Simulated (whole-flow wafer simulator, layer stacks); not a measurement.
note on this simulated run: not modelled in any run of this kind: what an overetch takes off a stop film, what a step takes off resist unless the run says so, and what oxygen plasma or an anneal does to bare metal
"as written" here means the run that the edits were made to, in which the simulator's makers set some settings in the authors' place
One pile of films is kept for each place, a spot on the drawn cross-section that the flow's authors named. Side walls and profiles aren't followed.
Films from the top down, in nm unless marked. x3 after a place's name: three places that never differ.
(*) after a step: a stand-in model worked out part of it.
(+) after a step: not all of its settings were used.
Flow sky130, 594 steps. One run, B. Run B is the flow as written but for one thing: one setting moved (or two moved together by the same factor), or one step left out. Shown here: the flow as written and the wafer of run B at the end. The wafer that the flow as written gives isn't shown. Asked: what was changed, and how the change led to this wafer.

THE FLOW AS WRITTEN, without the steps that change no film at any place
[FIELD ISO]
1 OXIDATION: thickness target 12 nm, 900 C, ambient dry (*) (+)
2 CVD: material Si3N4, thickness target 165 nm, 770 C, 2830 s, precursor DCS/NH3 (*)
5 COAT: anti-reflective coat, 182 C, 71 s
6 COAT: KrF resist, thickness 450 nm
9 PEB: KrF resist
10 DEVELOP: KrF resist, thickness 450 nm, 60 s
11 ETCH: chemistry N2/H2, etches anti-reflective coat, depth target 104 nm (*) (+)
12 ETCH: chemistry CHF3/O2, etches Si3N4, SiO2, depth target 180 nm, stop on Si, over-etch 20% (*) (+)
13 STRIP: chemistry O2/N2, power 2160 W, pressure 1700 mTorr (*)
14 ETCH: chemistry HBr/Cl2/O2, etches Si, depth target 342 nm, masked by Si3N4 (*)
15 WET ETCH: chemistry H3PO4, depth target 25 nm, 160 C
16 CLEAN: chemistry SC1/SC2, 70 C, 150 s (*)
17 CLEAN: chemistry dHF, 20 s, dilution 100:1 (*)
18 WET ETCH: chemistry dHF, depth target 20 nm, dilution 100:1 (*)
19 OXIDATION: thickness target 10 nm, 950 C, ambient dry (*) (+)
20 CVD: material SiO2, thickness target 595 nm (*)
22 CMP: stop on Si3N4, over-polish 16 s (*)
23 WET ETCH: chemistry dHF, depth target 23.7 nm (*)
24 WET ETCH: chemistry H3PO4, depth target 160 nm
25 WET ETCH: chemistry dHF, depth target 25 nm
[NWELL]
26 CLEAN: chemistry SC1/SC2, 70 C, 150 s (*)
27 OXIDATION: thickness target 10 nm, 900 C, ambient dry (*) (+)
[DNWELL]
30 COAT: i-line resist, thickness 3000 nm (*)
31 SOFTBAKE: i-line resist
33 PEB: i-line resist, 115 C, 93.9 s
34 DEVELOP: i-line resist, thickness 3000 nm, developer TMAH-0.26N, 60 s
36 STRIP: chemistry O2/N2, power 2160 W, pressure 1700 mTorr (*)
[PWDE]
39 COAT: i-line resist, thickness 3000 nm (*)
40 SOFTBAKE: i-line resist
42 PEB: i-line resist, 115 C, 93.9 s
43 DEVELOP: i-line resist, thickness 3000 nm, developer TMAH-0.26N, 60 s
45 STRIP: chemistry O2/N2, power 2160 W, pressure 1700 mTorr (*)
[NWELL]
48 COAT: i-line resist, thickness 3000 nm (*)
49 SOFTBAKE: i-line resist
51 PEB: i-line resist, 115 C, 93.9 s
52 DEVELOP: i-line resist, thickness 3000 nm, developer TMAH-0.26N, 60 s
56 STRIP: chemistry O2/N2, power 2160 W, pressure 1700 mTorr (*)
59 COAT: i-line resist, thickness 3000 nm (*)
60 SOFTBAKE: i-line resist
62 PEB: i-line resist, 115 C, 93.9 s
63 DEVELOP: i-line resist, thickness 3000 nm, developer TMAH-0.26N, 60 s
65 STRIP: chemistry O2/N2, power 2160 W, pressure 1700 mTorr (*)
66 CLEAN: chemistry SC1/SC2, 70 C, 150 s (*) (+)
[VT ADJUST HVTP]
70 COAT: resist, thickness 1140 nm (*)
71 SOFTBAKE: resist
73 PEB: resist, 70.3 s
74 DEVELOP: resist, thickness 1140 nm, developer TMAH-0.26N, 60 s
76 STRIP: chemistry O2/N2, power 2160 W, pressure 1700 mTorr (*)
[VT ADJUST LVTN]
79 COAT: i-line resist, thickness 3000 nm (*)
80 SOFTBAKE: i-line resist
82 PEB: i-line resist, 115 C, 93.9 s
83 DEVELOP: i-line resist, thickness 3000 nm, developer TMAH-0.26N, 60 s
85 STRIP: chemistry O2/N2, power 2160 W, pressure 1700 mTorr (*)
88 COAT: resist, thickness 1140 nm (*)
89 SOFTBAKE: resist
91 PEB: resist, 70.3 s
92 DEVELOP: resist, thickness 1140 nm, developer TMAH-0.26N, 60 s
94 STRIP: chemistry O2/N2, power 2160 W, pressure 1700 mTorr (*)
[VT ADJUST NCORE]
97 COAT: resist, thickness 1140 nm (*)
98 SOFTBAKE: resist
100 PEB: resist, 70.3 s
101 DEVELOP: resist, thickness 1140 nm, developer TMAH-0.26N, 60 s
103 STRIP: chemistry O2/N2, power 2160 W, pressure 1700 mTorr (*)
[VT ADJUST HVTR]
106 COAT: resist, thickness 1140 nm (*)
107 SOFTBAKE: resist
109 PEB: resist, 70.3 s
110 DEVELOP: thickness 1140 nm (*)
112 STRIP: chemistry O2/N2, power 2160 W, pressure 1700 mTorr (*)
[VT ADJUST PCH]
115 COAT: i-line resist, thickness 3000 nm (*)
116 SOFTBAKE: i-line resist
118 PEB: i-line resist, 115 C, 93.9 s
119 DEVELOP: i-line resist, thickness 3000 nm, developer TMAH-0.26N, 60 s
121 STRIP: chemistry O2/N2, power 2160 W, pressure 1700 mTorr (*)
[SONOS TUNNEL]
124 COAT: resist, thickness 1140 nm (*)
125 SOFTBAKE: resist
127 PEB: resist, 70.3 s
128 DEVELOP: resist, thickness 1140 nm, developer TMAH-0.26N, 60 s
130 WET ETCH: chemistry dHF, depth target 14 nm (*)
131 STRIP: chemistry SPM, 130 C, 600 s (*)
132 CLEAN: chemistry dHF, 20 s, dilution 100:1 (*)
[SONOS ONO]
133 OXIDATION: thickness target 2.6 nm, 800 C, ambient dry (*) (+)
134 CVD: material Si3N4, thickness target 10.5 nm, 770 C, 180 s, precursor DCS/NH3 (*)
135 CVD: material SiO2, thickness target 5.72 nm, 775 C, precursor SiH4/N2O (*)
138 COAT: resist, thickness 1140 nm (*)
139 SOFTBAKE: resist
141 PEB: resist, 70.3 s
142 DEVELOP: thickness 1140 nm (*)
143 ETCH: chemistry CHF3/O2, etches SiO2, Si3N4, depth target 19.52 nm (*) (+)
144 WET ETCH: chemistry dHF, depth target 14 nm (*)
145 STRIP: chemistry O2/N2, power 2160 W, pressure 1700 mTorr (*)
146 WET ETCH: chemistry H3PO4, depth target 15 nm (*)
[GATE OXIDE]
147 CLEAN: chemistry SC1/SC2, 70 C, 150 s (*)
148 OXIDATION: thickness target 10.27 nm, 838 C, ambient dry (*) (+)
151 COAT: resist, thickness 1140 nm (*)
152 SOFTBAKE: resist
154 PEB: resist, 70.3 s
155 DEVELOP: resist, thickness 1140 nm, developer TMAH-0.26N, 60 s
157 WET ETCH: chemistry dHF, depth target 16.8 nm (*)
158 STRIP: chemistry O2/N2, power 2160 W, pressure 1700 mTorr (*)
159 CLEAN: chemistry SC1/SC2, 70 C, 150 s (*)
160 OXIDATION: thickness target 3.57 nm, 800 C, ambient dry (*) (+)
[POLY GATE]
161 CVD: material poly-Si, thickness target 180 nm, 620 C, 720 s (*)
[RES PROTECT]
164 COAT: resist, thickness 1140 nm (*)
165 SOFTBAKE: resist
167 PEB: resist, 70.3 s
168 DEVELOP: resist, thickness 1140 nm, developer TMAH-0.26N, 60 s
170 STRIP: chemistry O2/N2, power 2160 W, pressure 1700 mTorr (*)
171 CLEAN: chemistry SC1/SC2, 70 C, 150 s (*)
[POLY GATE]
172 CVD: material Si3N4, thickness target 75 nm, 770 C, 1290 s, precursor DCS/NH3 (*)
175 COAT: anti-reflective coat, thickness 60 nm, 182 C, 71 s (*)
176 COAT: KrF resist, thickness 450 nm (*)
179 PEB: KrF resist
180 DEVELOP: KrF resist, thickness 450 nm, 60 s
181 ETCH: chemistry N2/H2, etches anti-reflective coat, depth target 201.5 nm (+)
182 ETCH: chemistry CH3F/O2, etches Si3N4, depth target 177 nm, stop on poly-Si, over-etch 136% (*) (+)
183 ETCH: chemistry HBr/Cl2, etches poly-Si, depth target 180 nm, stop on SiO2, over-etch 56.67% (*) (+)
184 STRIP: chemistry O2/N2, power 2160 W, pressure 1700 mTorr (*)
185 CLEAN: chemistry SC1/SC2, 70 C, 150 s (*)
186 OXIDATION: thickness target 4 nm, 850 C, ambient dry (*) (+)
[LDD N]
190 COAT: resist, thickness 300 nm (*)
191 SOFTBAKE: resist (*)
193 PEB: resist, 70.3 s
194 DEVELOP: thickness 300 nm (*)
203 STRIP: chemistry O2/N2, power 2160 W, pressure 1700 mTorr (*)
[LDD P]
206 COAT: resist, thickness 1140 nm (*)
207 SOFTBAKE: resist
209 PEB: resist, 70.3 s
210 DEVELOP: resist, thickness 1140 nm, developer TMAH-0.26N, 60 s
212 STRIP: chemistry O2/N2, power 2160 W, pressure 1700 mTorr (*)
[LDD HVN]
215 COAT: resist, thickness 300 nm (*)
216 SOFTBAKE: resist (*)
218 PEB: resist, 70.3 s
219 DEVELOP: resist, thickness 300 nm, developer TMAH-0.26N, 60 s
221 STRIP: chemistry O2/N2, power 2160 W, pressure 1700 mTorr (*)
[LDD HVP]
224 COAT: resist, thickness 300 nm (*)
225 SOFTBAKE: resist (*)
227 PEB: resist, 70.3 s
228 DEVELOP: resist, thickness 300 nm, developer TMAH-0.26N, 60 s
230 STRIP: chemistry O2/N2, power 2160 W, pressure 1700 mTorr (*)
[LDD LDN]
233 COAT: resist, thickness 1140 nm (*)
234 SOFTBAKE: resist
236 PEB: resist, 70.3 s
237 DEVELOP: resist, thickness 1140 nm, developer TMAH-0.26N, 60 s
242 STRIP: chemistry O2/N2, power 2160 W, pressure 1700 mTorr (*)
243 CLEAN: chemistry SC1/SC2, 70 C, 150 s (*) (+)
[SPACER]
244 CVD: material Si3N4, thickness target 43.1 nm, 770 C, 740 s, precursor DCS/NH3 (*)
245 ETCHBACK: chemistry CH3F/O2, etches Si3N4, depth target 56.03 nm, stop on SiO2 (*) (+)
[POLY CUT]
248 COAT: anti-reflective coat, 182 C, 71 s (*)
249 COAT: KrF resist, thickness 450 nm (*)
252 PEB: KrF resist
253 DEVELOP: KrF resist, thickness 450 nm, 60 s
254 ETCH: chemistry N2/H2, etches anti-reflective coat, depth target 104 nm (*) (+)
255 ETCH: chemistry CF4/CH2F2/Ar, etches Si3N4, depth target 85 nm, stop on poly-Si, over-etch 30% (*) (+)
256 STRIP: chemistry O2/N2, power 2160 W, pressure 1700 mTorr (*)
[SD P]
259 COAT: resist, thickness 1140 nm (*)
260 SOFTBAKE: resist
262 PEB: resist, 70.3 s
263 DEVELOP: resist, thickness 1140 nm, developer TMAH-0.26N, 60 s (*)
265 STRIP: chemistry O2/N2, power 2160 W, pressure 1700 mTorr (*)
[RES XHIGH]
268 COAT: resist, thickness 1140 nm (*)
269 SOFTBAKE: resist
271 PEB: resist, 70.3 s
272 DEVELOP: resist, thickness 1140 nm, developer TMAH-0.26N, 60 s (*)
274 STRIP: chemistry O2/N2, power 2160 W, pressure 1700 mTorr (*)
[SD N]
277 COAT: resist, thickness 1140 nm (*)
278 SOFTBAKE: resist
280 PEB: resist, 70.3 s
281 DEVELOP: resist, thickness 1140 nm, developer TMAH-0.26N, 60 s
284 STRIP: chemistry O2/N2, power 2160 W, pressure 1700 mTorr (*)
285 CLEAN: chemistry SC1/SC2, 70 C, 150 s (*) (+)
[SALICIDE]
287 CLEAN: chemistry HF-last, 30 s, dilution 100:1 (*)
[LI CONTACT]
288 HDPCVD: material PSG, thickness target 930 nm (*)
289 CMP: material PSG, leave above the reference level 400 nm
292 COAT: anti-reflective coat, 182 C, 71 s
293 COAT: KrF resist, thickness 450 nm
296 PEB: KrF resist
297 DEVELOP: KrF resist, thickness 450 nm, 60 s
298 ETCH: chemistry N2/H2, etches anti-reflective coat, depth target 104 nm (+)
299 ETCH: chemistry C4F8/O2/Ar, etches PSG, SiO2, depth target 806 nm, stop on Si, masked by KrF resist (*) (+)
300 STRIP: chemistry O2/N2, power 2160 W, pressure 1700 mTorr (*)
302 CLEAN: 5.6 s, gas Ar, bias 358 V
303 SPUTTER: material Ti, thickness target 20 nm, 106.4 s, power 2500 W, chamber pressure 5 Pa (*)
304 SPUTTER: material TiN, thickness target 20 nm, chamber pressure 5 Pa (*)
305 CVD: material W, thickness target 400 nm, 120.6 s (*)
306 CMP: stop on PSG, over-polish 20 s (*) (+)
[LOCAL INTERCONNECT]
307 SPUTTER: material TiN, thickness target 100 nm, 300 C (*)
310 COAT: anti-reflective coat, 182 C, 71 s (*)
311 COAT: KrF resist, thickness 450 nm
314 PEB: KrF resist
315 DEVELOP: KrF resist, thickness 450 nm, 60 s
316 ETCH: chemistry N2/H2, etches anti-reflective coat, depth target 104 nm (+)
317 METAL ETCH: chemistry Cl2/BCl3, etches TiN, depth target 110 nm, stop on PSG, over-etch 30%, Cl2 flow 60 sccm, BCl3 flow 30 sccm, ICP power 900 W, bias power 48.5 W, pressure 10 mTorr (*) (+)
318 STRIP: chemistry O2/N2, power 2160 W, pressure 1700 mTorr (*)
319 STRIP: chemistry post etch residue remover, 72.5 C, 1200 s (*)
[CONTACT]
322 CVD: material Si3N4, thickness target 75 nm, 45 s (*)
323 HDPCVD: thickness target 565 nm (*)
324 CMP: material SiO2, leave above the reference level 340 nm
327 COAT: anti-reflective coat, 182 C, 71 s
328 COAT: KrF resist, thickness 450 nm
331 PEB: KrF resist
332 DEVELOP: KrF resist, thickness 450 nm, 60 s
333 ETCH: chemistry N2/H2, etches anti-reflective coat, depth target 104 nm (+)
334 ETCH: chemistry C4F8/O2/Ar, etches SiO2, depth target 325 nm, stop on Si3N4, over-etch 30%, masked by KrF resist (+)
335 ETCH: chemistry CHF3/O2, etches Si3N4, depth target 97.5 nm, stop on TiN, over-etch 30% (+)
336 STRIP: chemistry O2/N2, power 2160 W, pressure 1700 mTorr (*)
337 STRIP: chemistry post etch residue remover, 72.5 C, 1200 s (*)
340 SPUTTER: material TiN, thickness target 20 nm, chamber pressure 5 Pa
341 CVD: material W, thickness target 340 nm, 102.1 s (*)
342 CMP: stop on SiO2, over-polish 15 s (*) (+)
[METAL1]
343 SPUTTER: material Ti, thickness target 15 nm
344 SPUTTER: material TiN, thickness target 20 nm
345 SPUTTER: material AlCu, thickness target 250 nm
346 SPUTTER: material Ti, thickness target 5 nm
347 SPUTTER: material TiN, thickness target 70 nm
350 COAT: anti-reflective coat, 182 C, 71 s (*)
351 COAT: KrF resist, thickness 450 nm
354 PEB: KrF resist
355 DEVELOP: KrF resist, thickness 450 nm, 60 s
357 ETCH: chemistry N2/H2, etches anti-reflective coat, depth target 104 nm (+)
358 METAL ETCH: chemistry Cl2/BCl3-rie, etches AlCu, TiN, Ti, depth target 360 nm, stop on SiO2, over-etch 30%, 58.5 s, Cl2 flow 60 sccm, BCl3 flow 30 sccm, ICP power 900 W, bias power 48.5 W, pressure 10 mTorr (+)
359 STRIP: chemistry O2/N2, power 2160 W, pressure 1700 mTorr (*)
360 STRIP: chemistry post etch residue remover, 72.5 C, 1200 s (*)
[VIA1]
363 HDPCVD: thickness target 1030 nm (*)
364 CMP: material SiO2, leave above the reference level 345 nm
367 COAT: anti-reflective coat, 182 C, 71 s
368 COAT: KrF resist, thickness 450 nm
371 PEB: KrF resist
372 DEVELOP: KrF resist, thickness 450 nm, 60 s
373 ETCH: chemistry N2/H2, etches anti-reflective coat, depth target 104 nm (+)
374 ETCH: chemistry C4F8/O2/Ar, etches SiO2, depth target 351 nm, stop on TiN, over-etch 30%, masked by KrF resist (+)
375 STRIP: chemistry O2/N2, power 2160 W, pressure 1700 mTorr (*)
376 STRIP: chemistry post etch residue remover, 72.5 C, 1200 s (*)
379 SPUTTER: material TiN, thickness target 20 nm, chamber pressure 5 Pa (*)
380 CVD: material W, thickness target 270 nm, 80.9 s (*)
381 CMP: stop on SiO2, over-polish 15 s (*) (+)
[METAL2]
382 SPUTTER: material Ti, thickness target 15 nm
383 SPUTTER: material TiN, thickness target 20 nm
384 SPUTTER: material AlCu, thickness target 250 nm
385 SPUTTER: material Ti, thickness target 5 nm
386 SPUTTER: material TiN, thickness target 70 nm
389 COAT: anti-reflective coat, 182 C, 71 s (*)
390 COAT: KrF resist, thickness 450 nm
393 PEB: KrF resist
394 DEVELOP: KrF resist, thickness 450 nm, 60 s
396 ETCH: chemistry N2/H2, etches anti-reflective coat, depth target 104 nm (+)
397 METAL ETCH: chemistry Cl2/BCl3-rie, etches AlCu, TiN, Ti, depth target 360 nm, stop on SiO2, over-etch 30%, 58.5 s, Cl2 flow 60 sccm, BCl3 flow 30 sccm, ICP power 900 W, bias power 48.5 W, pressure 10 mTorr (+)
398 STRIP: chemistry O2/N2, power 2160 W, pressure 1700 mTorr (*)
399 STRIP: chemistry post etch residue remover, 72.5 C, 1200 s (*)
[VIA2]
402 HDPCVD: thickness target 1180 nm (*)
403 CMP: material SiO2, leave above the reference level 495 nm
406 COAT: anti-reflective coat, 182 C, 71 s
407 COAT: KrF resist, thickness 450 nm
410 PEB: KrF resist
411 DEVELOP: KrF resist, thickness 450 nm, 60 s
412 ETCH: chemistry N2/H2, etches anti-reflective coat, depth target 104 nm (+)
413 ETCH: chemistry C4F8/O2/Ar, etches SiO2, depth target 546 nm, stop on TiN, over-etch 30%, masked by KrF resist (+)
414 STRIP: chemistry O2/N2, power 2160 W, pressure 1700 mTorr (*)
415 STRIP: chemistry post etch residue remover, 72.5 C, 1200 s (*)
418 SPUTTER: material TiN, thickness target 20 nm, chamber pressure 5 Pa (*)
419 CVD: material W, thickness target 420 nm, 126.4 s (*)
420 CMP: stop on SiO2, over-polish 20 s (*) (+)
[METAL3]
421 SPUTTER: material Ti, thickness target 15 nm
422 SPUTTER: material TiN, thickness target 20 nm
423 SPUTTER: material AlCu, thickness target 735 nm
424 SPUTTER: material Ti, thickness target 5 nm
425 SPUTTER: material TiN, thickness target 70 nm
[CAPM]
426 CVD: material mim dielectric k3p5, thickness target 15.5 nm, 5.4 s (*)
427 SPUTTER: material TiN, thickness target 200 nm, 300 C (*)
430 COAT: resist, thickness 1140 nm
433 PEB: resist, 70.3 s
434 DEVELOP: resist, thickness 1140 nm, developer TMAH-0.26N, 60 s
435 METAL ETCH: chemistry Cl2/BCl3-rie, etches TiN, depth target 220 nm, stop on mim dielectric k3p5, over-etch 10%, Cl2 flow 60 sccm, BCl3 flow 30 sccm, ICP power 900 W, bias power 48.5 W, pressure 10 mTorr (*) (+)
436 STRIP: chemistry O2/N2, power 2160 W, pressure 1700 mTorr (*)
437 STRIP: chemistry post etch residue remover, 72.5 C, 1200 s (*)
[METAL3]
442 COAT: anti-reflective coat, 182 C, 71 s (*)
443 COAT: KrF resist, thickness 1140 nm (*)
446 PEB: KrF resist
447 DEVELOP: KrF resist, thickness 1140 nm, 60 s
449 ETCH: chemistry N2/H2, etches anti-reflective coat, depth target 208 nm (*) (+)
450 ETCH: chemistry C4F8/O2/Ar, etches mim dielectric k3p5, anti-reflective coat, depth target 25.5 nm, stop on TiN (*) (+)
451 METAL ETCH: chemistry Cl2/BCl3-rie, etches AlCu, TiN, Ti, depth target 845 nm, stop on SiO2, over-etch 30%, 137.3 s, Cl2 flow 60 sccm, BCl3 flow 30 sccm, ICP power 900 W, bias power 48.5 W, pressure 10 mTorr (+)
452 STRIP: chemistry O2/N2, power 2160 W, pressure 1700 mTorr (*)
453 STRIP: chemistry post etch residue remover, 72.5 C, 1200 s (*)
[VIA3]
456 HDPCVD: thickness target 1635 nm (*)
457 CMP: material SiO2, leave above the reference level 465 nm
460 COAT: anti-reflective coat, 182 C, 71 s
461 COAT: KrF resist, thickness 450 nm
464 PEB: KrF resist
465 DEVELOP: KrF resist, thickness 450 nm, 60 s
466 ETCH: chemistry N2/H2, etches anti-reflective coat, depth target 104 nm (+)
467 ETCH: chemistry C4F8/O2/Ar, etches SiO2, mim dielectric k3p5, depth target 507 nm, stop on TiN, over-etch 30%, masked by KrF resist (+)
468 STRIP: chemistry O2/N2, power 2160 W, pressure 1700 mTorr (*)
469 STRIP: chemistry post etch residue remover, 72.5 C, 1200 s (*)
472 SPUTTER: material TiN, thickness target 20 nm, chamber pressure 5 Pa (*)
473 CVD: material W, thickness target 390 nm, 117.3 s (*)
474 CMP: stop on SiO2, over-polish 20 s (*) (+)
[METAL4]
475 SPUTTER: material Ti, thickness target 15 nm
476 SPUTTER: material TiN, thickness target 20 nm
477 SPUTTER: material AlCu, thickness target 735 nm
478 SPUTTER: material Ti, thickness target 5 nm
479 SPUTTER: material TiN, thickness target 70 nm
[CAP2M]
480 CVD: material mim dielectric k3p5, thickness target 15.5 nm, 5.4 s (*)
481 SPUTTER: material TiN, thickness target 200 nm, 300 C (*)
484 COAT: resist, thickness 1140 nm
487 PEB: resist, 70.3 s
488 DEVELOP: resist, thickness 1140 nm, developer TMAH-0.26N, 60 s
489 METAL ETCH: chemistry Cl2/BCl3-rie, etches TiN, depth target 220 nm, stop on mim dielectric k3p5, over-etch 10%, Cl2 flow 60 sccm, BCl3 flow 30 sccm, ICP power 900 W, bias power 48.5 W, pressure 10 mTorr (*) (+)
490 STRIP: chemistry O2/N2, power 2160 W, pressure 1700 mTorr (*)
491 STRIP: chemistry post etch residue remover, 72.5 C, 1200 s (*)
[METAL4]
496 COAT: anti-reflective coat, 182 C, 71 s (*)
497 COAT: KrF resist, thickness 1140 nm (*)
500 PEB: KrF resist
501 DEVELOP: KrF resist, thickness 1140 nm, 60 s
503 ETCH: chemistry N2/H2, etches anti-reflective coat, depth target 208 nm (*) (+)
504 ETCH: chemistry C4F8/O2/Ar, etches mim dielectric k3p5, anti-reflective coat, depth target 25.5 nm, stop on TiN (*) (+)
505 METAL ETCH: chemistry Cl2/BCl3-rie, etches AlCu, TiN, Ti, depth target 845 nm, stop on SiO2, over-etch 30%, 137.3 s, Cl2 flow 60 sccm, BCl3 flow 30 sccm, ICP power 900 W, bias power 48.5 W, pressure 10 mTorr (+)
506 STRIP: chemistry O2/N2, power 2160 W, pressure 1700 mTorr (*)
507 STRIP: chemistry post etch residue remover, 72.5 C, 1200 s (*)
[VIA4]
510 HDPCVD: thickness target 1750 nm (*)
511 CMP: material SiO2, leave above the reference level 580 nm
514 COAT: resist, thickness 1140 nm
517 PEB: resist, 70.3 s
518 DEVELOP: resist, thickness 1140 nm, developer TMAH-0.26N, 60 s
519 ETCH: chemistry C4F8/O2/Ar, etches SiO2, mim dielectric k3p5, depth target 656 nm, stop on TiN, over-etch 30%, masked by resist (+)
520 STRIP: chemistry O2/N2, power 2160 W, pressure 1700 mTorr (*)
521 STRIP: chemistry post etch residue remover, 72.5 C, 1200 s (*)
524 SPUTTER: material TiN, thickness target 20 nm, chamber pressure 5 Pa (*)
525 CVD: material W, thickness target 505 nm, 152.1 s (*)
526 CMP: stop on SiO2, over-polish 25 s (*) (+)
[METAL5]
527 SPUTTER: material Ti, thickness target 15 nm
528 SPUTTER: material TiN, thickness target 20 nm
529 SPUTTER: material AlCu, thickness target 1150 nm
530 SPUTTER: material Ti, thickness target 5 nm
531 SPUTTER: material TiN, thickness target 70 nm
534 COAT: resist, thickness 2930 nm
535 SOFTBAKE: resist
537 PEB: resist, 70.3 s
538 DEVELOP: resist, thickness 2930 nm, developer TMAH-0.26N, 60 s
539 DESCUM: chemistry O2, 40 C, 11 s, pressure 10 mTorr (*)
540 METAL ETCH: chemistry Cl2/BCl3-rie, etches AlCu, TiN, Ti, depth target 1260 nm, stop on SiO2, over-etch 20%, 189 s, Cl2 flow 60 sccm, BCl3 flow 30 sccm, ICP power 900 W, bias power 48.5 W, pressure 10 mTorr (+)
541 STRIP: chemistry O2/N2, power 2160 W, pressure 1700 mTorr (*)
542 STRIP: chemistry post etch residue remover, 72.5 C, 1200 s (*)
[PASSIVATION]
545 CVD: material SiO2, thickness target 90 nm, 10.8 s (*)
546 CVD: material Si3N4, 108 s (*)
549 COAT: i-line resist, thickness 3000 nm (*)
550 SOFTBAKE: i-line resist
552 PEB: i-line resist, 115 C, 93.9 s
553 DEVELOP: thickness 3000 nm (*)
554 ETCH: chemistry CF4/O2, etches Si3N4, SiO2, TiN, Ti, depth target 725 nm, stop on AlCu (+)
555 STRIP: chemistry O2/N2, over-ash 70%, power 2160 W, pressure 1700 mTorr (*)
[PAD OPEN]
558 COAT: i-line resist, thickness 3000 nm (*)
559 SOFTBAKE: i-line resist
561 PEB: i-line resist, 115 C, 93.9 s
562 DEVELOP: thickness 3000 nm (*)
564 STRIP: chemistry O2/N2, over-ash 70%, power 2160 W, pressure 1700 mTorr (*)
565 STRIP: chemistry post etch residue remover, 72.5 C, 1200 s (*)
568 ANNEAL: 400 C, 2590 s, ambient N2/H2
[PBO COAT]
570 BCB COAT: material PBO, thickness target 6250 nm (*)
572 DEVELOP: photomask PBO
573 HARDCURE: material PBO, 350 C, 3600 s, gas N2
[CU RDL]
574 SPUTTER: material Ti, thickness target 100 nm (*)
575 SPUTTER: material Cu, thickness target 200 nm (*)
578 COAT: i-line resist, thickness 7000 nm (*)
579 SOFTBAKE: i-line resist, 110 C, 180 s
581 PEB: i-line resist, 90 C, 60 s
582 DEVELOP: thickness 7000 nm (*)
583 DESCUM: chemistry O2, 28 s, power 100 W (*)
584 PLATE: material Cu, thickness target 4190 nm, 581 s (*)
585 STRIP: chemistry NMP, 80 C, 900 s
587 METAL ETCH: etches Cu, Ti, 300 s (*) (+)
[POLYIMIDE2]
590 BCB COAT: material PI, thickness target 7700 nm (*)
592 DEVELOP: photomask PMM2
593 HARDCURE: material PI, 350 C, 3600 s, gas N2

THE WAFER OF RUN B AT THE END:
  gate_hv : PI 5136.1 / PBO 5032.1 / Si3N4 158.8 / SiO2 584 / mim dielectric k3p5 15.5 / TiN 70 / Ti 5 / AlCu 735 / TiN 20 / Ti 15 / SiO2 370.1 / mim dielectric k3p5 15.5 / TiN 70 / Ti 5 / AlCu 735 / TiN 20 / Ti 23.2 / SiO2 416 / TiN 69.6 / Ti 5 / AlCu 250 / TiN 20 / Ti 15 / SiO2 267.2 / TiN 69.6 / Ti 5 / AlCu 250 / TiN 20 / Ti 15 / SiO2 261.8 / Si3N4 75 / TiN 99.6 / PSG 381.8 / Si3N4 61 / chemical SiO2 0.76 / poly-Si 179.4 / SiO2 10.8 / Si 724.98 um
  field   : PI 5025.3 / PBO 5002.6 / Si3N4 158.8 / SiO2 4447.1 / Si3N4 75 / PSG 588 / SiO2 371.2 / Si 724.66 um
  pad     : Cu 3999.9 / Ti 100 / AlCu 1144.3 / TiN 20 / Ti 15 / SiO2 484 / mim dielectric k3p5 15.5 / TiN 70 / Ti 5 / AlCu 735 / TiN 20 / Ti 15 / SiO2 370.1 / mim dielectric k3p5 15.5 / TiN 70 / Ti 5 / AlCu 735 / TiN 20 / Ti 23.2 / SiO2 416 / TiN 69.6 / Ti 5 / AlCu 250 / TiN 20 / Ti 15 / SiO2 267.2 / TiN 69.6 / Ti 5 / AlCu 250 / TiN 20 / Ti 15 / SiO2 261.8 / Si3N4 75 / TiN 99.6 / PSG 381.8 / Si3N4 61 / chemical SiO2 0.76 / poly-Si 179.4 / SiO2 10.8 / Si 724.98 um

The cause: step 421, SPUTTER: thickness target 23.2 nm was run, where the flow has thickness target 15 nm.
It can be read off the wafer: gate_hv has Ti 23.2, and step 421 as written asks for 15 nm.

How the change led to this, step by step:
  421 SPUTTER: material Ti, thickness target 15 nm
      field, active, n_well and 188 more: Ti +23.2 (new film) (as written it would be: Ti +15 (new film))
  451 METAL ETCH: chemistry Cl2/BCl3-rie, etches AlCu, TiN, Ti, depth target 845 nm, stop on SiO2, over-etch 30%, 137.3 s, Cl2 flow 60 sccm, BCl3 flow 30 sccm, ICP power 900 W, bias power 48.5 W, pressure 10 mTorr (+)
      field, gate, spacer and 68 more: TiN -70 (all of it), Ti -5 (all of it), AlCu -735 (all of it), TiN -20 (all of it), Ti -23.2 (all of it), SiO2 -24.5 (as written it would be: TiN -70 (all of it), Ti -5 (all of it), AlCu -735 (all of it), TiN -20 (all of it), Ti -15 (all of it), SiO2 -25.4)
      active, vpp_ln, vpp_iso2 and 11 more: TiN -70 (all of it), Ti -5 (all of it), AlCu -735 (all of it), TiN -20 (all of it), Ti -23.2 (all of it), SiO2 -24.5 (as written it would be: TiN -70 (all of it), Ti -5 (all of it), AlCu -735 (all of it), TiN -20 (all of it), Ti -15 (all of it), SiO2 -25.3)
